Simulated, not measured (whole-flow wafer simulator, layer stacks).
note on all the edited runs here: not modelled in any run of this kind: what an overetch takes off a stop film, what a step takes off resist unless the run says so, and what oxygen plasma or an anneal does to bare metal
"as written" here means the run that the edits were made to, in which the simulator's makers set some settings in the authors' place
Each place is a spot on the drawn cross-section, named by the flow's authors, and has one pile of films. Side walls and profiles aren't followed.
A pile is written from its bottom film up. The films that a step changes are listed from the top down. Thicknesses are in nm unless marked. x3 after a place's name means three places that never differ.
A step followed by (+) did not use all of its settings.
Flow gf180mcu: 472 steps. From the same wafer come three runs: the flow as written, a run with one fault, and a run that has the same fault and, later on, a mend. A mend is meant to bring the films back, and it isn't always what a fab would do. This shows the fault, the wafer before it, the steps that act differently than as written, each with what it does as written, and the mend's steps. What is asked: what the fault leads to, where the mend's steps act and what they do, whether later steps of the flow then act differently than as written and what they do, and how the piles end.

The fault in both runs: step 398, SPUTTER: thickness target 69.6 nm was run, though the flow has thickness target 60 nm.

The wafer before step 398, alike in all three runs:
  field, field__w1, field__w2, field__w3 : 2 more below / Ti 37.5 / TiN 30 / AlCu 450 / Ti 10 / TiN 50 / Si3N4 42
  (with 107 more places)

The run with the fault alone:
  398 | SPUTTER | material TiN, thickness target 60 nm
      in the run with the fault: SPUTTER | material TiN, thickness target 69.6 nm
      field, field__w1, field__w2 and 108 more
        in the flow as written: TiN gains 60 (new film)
        in the run with the fault: TiN gains 69.6 (new film)
  Later steps of the flow acting differently than as written (8 other steps are not shown; they differ only slightly, by no more than 2% or 0.5 nm, whichever is larger):
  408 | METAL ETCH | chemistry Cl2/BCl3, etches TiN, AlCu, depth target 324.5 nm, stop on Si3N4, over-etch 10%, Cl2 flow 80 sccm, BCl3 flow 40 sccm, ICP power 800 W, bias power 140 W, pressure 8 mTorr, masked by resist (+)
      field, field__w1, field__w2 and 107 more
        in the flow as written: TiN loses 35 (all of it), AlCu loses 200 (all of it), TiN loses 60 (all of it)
        in the run with the fault: TiN loses 35 (all of it), AlCu loses 200 (all of it), TiN loses 69.6 (all of it)
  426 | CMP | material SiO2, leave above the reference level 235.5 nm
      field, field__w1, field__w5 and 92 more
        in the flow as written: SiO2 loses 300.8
        in the run with the fault: SiO2 loses 291.2
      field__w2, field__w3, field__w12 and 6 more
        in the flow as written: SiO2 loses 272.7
        in the run with the fault: SiO2 loses 263.1
  At mim, the piles at the end differ from the flow's by more than 2% or 0.5 nm, whichever is larger.
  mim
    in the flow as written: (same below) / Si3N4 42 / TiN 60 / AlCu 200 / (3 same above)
    in the run with the fault: (same below) / Si3N4 42 / TiN 69.6 / AlCu 200 / (3 same above)

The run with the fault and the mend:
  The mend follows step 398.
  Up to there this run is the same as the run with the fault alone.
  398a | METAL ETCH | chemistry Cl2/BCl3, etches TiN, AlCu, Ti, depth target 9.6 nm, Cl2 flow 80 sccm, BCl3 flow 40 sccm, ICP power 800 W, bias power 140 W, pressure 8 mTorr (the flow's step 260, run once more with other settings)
      field, field__w1, field__w2 and 108 more
        TiN loses 9.6
  Every later step of the flow that is run acts as written at every place that is followed.
  By the end, the piles equal the flow's at every place that both follow.
